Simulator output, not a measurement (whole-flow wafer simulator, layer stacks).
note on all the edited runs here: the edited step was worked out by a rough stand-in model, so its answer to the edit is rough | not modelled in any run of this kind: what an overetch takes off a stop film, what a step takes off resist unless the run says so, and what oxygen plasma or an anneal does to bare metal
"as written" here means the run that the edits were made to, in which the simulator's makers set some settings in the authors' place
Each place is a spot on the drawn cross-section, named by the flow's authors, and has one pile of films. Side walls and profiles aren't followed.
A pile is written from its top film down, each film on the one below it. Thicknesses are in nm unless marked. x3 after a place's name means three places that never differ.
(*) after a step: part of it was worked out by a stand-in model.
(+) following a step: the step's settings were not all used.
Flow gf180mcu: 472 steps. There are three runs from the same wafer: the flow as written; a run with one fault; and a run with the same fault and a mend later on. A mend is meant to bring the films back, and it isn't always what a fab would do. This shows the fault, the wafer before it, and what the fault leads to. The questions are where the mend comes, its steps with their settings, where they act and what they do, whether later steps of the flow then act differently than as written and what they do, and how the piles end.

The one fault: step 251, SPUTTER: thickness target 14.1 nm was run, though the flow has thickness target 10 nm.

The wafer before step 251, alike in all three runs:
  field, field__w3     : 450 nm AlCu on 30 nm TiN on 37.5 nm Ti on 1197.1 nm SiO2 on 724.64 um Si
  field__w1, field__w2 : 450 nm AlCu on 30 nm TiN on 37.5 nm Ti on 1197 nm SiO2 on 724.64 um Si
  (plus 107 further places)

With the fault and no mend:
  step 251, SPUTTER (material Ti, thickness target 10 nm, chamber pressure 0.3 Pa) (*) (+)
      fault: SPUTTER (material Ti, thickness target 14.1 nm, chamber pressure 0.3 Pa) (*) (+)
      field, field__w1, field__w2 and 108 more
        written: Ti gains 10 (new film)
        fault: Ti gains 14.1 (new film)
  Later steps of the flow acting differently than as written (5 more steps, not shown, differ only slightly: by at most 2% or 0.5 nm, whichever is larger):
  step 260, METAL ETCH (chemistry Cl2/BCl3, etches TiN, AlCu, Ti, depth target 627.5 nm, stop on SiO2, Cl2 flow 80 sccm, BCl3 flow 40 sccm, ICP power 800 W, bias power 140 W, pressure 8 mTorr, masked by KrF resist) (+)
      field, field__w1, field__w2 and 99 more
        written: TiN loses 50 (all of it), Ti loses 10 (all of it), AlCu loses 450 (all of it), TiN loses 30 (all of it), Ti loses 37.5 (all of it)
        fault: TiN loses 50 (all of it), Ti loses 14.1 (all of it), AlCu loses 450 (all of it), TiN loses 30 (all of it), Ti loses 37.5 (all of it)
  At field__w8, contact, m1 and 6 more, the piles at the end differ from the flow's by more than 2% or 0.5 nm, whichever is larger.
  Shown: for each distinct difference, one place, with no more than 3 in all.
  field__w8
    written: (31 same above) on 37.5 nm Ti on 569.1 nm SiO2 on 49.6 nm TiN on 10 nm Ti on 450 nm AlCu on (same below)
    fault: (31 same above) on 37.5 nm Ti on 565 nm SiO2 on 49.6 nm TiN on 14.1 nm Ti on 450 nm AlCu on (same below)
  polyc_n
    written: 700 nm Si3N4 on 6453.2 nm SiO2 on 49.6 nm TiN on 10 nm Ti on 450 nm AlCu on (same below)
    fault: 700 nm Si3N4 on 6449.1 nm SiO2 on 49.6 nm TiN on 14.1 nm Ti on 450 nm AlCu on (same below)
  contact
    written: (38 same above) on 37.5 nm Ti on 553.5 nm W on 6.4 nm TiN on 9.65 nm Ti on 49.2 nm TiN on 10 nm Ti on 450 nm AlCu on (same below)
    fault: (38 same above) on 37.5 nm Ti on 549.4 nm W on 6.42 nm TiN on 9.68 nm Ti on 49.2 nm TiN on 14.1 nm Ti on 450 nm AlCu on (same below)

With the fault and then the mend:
  After step 251 comes the mend.
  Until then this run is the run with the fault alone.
  step 251a, METAL ETCH (chemistry Cl2/BCl3, etches TiN, AlCu, Ti, depth target 4.1 nm, Cl2 flow 80 sccm, BCl3 flow 40 sccm, ICP power 800 W, bias power 140 W, pressure 8 mTorr)
      field, field__w1, field__w2 and 108 more
        Ti loses 4.1
  Later steps of the flow that are run all act as written at every place that is followed.
  At every place that both follow, the piles at the end match the flow's.
